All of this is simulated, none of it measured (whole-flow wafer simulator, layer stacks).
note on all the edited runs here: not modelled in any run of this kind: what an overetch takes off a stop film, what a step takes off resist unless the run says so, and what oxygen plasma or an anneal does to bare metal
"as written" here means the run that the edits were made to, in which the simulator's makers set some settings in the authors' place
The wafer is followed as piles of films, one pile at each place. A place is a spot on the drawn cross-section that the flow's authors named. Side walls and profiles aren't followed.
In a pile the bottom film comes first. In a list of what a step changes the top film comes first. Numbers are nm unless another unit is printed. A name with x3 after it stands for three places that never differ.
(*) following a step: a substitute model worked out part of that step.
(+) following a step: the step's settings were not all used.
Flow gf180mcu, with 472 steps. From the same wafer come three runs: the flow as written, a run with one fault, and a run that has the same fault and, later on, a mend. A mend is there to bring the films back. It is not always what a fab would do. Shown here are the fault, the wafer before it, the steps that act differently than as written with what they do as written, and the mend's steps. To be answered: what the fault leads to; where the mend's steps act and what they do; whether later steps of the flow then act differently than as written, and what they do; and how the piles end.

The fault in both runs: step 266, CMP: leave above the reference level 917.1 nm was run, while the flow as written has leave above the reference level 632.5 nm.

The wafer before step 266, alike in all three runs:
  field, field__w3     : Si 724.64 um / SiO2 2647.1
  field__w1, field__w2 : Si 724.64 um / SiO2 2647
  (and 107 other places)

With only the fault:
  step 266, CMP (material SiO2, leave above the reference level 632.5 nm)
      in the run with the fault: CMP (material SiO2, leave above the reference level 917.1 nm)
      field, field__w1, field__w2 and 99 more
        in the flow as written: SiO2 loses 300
        in the run with the fault: SiO2 loses 15.4
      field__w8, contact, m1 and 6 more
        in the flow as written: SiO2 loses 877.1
        in the run with the fault: SiO2 loses 592.5
  Steps further on in the flow that do not act as written:
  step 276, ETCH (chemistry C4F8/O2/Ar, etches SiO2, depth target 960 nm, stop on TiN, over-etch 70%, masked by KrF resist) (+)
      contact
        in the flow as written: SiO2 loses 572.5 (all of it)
        in the run with the fault: SiO2 loses 857.1 (all of it)
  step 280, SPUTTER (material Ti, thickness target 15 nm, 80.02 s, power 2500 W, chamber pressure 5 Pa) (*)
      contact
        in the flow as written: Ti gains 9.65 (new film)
        in the run with the fault: Ti gains 8.19 (new film)
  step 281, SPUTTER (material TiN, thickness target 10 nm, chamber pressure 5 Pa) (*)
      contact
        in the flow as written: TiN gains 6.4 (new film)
        in the run with the fault: TiN gains 5.42 (new film)
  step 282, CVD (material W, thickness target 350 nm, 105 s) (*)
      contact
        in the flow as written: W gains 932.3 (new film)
        in the run with the fault: W gains 1219.3 (new film)
  The piles end different from the flow's at field, field__w1, field__w2 and 109 more by more than 2% or 0.5 nm, whichever is larger.
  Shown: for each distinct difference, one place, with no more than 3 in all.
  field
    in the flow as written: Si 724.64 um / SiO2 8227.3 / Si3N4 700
    in the run with the fault: Si 724.64 um / SiO2 8511.9 / Si3N4 700
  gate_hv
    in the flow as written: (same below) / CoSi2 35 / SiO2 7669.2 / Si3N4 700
    in the run with the fault: (same below) / CoSi2 35 / SiO2 7953.8 / Si3N4 700
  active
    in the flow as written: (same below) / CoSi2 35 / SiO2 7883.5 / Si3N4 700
    in the run with the fault: (same below) / CoSi2 35 / SiO2 8168.1 / Si3N4 700

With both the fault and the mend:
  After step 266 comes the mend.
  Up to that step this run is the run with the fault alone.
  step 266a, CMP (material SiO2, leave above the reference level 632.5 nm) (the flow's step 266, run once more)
      field, field__w1, field__w2 and 108 more
        SiO2 loses 284.6
  Every later step of the flow that is run acts as written at every place that is followed.
  By the end, the piles equal the flow's at every place that both follow.
